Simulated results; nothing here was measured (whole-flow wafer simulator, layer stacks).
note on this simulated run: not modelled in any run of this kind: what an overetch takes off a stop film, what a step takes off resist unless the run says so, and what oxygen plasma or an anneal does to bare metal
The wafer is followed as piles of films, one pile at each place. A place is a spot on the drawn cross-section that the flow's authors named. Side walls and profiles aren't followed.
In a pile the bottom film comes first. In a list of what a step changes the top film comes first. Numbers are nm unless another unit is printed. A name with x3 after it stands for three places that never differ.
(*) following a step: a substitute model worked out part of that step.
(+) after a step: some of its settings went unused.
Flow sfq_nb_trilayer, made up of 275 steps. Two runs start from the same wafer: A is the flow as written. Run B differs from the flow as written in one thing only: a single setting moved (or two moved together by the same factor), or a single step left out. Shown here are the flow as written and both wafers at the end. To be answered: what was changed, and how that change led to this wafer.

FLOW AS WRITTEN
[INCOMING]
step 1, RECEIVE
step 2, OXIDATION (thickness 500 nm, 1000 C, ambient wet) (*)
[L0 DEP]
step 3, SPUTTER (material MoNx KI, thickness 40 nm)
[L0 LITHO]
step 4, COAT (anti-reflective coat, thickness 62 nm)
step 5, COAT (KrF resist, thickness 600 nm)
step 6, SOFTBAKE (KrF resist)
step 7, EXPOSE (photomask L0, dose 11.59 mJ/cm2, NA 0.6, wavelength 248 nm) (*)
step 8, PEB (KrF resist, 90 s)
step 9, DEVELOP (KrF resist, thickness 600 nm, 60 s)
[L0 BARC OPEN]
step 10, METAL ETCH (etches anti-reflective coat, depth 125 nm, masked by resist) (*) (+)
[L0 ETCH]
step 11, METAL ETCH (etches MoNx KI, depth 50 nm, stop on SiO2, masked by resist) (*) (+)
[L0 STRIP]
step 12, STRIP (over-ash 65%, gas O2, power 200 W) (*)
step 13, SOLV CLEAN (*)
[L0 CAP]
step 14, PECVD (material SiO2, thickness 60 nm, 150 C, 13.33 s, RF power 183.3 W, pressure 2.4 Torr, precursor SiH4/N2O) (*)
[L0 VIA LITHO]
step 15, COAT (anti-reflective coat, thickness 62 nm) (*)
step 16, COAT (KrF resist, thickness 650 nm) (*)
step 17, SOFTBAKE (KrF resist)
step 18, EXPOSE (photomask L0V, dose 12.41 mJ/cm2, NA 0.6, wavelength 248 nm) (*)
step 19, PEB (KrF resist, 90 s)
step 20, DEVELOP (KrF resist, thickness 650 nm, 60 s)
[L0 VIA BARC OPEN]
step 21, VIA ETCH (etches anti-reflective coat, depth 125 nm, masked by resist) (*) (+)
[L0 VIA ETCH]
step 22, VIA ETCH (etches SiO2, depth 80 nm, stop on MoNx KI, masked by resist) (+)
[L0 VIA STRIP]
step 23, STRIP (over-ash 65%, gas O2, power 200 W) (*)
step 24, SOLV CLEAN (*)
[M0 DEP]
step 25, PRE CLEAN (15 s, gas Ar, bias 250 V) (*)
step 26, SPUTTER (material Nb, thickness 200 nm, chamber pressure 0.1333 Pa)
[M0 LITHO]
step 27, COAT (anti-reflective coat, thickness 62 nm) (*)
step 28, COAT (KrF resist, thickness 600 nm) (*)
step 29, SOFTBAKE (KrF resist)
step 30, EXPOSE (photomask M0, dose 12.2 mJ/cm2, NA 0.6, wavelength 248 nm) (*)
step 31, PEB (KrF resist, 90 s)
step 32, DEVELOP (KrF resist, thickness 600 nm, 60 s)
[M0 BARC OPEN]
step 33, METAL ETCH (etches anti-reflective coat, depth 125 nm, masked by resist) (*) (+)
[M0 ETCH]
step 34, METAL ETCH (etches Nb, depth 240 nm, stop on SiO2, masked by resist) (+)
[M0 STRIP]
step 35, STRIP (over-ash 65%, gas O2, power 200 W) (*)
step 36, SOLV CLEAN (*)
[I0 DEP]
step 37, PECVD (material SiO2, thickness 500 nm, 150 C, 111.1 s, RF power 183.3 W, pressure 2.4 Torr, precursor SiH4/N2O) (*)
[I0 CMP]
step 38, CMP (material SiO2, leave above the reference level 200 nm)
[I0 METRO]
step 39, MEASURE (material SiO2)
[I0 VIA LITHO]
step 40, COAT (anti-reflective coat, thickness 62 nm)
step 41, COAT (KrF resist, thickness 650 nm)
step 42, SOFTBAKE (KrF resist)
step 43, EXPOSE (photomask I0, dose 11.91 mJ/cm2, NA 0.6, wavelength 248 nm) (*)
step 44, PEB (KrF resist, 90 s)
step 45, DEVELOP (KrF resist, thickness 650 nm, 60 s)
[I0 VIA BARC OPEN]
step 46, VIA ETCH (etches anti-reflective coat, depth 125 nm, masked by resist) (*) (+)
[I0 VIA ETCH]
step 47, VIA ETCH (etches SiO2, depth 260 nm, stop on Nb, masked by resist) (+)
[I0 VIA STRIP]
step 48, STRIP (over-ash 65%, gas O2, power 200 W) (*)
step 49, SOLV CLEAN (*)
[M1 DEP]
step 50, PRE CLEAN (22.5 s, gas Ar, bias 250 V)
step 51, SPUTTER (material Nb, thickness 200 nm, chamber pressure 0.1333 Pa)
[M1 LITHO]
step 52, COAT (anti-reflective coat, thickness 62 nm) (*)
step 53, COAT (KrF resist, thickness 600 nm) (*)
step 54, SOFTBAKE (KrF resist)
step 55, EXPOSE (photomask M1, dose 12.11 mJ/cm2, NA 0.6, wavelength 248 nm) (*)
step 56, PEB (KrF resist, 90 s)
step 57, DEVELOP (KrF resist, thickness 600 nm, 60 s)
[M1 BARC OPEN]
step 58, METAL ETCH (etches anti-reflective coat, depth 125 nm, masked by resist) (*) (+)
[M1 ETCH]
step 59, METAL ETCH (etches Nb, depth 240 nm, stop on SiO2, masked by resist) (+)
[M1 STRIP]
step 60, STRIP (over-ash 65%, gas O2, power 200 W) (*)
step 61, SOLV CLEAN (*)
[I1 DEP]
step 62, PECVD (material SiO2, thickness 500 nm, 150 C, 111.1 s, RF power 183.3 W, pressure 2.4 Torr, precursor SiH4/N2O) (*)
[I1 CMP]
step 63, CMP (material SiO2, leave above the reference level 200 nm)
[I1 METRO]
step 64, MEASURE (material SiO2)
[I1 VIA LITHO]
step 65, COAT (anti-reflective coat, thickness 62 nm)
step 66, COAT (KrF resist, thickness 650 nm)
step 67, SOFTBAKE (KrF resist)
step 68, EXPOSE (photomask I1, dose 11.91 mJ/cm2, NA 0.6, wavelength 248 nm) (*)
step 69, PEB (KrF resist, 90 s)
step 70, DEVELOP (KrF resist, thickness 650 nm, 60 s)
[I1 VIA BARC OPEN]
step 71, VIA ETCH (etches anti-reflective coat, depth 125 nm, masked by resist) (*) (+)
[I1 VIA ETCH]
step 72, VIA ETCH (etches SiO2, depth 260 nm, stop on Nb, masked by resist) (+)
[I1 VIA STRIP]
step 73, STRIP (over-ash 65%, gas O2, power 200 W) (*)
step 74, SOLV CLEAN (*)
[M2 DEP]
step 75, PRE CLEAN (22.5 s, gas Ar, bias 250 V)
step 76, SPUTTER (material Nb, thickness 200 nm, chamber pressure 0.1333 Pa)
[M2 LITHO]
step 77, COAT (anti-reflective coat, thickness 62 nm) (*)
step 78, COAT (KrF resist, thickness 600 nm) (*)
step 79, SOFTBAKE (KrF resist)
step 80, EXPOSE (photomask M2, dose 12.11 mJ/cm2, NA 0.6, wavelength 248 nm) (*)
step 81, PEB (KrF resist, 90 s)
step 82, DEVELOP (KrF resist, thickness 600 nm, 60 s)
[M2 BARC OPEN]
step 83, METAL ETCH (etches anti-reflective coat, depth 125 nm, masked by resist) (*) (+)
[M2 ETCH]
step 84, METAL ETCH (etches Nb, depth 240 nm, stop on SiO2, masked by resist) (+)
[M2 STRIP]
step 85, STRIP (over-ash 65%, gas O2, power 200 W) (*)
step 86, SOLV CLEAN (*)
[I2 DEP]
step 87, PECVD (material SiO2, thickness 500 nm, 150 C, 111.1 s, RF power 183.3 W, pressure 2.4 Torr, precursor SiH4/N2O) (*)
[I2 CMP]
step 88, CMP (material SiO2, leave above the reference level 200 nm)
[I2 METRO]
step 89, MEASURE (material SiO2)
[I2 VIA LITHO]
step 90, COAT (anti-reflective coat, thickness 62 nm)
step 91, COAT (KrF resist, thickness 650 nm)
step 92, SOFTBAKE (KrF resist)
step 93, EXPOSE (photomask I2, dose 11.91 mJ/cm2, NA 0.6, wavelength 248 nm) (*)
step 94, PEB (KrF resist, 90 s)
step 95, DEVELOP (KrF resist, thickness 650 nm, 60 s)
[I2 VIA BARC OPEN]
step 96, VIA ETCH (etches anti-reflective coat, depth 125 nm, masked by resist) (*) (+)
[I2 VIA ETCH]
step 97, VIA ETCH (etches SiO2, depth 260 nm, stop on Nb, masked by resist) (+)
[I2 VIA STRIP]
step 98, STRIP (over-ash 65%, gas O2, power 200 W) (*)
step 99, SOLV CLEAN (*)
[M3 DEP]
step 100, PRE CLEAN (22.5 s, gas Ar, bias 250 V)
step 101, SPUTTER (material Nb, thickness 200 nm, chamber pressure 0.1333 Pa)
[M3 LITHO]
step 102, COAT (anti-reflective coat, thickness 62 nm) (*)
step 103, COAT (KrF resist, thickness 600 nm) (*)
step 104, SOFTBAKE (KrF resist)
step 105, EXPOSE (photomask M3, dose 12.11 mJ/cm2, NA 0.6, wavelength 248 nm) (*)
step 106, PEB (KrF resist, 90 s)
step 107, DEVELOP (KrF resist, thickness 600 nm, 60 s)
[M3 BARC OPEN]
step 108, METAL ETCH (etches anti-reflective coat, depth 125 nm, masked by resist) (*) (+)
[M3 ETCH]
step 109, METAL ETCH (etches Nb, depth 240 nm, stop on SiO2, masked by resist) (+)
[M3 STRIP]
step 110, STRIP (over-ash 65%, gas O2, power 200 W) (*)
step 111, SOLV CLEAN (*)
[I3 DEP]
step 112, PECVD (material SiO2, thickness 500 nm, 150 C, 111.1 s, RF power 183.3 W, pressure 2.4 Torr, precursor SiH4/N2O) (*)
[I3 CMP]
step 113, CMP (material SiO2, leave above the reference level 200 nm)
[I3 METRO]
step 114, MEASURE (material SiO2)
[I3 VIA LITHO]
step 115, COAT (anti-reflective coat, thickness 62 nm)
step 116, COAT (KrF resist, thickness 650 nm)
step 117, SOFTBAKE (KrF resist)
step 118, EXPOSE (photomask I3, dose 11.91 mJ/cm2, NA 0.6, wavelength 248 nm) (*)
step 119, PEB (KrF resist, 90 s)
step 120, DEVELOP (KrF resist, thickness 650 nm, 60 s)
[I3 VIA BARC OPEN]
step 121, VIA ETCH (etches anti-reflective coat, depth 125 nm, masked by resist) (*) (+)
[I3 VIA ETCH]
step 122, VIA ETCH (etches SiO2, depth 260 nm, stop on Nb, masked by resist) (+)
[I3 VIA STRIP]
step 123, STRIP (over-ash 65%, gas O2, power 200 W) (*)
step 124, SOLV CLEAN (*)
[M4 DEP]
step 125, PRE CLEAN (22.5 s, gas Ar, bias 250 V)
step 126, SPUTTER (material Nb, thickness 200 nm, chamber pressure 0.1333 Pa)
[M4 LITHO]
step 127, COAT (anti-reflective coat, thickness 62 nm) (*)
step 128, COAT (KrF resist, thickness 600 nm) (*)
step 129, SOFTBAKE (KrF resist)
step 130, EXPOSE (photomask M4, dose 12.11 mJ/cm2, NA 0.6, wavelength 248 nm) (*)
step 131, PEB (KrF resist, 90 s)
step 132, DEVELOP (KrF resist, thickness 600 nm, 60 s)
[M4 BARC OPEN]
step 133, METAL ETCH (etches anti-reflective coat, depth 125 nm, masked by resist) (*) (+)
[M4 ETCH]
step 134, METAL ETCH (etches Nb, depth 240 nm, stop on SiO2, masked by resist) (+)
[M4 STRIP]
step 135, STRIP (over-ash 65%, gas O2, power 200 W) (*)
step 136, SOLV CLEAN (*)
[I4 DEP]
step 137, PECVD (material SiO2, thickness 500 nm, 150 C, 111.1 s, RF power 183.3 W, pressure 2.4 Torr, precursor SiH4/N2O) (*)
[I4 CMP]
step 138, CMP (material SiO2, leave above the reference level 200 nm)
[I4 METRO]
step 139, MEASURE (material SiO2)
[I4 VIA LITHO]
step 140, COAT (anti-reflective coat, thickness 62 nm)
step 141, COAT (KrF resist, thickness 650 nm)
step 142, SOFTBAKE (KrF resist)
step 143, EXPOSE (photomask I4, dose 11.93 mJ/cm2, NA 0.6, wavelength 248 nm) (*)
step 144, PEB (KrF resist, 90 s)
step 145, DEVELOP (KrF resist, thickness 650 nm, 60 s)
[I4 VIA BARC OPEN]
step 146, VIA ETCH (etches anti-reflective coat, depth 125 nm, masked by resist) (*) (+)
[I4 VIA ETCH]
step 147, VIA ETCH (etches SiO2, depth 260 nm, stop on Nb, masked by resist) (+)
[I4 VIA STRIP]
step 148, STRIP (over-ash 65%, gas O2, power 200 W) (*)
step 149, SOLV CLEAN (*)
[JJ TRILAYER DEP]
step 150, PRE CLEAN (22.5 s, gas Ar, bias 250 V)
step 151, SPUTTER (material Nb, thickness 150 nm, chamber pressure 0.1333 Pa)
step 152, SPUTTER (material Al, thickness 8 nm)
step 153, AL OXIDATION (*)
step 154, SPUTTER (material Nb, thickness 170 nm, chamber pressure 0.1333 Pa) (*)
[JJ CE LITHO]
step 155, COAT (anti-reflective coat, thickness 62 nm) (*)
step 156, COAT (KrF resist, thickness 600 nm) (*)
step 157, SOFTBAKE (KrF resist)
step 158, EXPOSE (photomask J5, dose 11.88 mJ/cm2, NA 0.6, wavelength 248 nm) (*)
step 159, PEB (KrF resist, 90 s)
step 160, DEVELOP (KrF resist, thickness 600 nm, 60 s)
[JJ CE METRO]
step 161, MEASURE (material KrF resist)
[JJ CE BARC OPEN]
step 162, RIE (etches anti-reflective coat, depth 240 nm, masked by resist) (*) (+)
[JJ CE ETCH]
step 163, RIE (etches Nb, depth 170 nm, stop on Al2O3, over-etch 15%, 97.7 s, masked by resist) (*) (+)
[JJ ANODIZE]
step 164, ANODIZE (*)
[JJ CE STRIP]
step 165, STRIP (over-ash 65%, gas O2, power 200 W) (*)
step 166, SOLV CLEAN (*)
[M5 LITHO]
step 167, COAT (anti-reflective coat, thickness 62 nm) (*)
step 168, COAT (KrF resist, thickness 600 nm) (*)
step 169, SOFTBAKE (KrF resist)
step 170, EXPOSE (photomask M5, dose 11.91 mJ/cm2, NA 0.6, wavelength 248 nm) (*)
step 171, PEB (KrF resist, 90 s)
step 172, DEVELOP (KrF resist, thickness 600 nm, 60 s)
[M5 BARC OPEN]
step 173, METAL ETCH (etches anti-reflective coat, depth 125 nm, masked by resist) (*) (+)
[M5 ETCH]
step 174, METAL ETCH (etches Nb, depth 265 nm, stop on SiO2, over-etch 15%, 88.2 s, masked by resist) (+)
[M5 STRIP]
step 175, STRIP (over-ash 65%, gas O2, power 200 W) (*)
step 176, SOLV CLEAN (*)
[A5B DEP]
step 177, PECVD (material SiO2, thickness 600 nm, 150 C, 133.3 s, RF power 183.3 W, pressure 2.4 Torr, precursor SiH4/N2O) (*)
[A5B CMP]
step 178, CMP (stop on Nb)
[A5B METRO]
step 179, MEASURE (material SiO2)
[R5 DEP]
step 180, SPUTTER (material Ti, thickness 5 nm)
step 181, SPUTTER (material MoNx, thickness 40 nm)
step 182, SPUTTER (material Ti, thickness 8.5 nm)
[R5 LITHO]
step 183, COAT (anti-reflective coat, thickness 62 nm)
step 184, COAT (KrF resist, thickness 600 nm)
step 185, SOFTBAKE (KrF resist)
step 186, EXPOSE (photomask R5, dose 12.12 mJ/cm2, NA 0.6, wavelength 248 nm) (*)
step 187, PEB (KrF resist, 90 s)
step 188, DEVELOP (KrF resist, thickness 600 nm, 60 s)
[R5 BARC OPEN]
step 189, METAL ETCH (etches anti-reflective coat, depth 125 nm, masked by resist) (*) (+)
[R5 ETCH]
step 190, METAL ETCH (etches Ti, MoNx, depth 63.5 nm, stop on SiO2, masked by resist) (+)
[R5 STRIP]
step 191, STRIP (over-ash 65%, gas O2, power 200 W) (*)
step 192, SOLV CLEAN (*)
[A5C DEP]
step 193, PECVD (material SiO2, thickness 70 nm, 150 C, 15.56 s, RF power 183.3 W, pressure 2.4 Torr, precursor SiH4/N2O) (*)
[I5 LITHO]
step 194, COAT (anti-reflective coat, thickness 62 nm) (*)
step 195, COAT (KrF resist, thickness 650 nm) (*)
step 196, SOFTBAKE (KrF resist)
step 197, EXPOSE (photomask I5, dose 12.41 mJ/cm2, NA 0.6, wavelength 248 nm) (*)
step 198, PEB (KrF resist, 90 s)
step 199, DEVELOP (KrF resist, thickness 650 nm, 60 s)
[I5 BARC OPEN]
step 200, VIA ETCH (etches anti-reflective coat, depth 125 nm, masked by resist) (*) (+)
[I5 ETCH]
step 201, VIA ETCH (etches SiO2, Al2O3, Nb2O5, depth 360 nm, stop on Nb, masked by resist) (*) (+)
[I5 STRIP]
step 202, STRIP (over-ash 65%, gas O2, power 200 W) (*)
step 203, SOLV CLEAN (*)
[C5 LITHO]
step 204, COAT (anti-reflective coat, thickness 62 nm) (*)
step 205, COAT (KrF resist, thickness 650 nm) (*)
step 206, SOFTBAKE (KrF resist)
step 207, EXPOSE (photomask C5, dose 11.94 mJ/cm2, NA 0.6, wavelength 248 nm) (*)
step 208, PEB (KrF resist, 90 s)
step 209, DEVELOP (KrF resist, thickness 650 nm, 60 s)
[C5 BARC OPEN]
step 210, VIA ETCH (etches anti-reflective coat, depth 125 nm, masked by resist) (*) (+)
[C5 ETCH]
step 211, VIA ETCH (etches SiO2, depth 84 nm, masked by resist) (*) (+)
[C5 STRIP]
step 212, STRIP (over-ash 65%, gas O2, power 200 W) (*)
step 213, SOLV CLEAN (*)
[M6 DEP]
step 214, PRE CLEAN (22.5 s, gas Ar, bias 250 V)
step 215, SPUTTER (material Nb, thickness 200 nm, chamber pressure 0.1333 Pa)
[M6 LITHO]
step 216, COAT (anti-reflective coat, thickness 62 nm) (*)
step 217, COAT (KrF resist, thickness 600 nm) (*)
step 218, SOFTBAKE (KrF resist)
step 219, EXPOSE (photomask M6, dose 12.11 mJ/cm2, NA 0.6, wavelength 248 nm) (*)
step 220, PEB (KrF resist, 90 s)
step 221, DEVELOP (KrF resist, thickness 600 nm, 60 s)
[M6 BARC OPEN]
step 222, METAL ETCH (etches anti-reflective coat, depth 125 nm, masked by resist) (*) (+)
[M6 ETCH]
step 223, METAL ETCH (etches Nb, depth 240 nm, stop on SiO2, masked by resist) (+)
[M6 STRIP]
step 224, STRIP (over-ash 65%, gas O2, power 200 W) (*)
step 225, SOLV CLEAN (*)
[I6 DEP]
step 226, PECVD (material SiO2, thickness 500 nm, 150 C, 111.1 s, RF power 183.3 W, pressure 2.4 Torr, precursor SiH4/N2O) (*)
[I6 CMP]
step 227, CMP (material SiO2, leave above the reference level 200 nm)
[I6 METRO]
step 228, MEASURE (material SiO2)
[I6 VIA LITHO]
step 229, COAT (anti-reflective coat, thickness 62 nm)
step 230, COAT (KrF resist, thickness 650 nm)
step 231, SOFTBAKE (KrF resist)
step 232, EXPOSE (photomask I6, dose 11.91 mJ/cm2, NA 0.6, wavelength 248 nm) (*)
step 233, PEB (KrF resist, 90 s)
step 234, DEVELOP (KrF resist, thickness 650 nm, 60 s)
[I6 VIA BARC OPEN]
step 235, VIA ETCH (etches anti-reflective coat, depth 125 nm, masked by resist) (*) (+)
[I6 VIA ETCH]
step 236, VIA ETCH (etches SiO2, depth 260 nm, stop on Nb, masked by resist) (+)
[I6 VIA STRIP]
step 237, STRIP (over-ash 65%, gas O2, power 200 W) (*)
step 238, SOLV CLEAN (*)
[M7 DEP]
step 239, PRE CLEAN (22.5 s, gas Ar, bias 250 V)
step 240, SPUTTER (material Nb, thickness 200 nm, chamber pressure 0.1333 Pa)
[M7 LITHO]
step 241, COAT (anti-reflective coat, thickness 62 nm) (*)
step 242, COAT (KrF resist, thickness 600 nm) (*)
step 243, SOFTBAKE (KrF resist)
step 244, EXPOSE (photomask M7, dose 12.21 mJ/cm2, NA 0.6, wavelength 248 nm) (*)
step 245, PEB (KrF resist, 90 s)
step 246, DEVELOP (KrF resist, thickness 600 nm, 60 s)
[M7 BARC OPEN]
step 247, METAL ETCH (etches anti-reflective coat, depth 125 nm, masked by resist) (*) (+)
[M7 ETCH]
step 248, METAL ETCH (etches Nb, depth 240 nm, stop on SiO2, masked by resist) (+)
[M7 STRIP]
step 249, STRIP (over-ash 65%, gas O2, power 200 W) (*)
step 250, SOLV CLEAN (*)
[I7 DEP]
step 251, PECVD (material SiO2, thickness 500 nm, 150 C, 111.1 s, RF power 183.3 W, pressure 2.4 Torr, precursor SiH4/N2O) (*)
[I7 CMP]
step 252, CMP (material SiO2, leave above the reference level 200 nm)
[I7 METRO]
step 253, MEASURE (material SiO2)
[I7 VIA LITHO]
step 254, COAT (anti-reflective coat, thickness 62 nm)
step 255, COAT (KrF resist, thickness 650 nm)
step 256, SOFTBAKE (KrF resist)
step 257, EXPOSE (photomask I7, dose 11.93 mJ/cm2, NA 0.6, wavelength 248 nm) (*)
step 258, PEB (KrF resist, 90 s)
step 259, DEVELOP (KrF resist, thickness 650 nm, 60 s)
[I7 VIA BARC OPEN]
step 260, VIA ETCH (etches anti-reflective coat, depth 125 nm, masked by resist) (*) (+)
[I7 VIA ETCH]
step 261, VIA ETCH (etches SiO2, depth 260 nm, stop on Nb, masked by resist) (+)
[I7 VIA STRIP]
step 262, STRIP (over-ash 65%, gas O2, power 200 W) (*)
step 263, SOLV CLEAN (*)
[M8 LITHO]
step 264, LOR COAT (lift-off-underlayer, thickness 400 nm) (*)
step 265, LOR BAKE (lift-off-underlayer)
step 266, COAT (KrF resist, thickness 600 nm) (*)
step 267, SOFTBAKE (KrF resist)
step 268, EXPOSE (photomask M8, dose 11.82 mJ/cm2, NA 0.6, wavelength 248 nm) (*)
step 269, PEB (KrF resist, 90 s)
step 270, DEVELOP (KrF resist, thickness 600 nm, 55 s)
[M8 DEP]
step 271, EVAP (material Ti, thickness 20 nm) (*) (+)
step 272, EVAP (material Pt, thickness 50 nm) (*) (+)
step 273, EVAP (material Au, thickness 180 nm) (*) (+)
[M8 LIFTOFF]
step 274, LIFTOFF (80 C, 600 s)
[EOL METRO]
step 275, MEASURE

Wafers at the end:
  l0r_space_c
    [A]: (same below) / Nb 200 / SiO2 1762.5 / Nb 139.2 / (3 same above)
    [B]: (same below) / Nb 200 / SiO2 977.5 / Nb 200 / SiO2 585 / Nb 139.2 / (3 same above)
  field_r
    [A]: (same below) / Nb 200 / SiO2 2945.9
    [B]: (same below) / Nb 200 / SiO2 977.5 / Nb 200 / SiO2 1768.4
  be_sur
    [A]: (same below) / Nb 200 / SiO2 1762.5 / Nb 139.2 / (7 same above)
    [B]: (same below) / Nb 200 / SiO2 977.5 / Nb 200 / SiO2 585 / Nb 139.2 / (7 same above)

What caused this: step 109, METAL ETCH: etches Nb, depth 240 nm, stop on SiO2, masked by resist (+), was skipped.

How this came from the change, step by step:
  step 110, STRIP (over-ash 65%, gas O2, power 200 W) (*)
      p4_w1, p4_w2, p4_w3 and 21 more: A -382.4 KrF resist (all of it), -62 anti-reflective coat (all of it) | B -523.6 KrF resist (all of it), -62 anti-reflective coat (all of it)
      via_wl, via_wr: A -384.2 KrF resist (all of it), -34.2 anti-reflective coat (all of it) | B -525.4 KrF resist (all of it), -34.2 anti-reflective coat (all of it)
      (and at 5 other places as well)
  step 112, PECVD (material SiO2, thickness 500 nm, 150 C, 111.1 s, RF power 183.3 W, pressure 2.4 Torr, precursor SiH4/N2O) (*)
      field_l, be, be_sur and 64 more: A +500 SiO2 | B +500 SiO2 (new film)
      p4_g1, p4_g2, p3_s0, p3_s1, p3_s2, p3_s3, p3_s4, p3_s5: A +557.1 SiO2 | B +500 SiO2 (new film)
  step 113, CMP (material SiO2, leave above the reference level 200 nm)
      field_l, be, be_sur and 64 more: A -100 SiO2 | B -300 SiO2
      p4_g1, p4_g2, p3_s0, p3_s1, p3_s2, p3_s3, p3_s4, p3_s5: A -157.1 SiO2 | B -300 SiO2
If metal films that touch count as one body, l0r_space_c has 3 bodies (between them, from the top down: SiO2 585; SiO2 977.5); the flow as written gives 2 bodies (between them, from the top down: SiO2 1762.5).
If metal films that touch count as one body, field_r has 2 bodies (between them, from the top down: SiO2 977.5); the flow as written gives 1 body.
If metal films that touch count as one body, be_sur has 5 bodies (between them, from the top down: SiO2 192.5; SiO2 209 / Al2O3 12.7 / Nb2O5 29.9; SiO2 585; SiO2 977.5); the flow as written gives 4 bodies (between them, from the top down: SiO2 192.5; SiO2 209 / Al2O3 12.7 / Nb2O5 29.9; SiO2 1762.5).
